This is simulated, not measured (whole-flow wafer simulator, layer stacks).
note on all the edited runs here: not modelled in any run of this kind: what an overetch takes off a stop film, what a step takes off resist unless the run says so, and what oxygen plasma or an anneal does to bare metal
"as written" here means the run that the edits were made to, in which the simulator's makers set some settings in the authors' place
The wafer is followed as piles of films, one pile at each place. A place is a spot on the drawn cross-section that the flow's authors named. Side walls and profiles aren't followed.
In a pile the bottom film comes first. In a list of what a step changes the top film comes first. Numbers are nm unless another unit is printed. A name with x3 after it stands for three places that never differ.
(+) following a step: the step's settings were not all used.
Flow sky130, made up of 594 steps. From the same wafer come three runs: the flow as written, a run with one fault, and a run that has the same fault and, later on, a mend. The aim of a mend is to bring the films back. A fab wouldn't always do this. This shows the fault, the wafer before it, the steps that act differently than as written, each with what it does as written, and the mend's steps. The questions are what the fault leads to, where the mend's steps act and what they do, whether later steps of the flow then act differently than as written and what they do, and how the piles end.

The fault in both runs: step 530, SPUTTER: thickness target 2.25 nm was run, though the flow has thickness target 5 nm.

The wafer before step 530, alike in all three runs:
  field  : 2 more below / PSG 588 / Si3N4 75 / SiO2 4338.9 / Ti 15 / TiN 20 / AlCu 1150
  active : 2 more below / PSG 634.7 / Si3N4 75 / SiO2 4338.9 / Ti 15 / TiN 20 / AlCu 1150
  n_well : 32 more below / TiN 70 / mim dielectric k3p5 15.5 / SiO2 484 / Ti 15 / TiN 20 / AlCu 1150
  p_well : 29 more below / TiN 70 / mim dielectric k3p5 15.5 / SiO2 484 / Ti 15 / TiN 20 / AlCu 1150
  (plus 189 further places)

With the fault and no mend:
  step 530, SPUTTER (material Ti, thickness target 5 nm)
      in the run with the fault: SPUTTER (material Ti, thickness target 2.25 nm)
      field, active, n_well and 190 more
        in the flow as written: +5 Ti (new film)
        in the run with the fault: +2.25 Ti (new film)
  Steps later in the flow that act otherwise than as written (21 other steps are not shown; they differ only slightly, by no more than 2% or 0.5 nm, whichever is larger):
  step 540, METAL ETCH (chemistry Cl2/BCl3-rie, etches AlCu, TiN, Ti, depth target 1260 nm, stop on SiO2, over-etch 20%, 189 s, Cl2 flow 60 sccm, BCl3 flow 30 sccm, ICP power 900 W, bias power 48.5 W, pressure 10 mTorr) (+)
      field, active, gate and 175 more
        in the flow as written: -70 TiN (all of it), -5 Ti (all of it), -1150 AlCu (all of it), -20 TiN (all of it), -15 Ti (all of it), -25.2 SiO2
        in the run with the fault: -70 TiN (all of it), -2.25 Ti (all of it), -1150 AlCu (all of it), -20 TiN (all of it), -15 Ti (all of it), -25.5 SiO2
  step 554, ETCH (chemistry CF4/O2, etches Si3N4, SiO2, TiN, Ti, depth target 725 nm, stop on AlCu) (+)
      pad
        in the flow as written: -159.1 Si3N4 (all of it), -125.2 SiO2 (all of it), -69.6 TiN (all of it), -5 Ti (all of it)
        in the run with the fault: -159.1 Si3N4 (all of it), -125.2 SiO2 (all of it), -69.6 TiN (all of it), -2.25 Ti (all of it)
  At n_well, p_well, sd_n and 11 more, the piles at the end differ from the flow's by more than 2% or 0.5 nm, whichever is larger.
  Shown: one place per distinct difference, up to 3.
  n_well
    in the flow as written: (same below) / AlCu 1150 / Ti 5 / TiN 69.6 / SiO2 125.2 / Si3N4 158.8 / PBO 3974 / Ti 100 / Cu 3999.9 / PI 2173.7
    in the run with the fault: (same below) / AlCu 1150 / Ti 2.25 / TiN 69.6 / SiO2 125.2 / Si3N4 158.8 / PBO 3976 / Ti 100 / Cu 3999.9 / PI 2174
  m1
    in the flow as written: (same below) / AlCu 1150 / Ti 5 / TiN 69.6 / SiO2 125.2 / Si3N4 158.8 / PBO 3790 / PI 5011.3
    in the run with the fault: (same below) / AlCu 1150 / Ti 2.25 / TiN 69.6 / SiO2 125.2 / Si3N4 158.8 / PBO 3792.3 / PI 5011.4
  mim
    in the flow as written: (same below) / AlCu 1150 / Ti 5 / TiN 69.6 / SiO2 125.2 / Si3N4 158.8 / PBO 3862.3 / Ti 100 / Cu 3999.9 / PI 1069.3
    in the run with the fault: (same below) / AlCu 1150 / Ti 2.25 / TiN 69.6 / SiO2 125.2 / Si3N4 158.8 / PBO 3864.4 / Ti 100 / Cu 3999.9 / PI 1069.6

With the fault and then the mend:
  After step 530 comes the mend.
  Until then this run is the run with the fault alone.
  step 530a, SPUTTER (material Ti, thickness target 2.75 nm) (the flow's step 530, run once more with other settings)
      field, active, n_well and 190 more
        +2.75 Ti
  Every later step of the flow that is run acts as written at every place that is followed.
  The piles end the same as the flow's at every place that both follow.
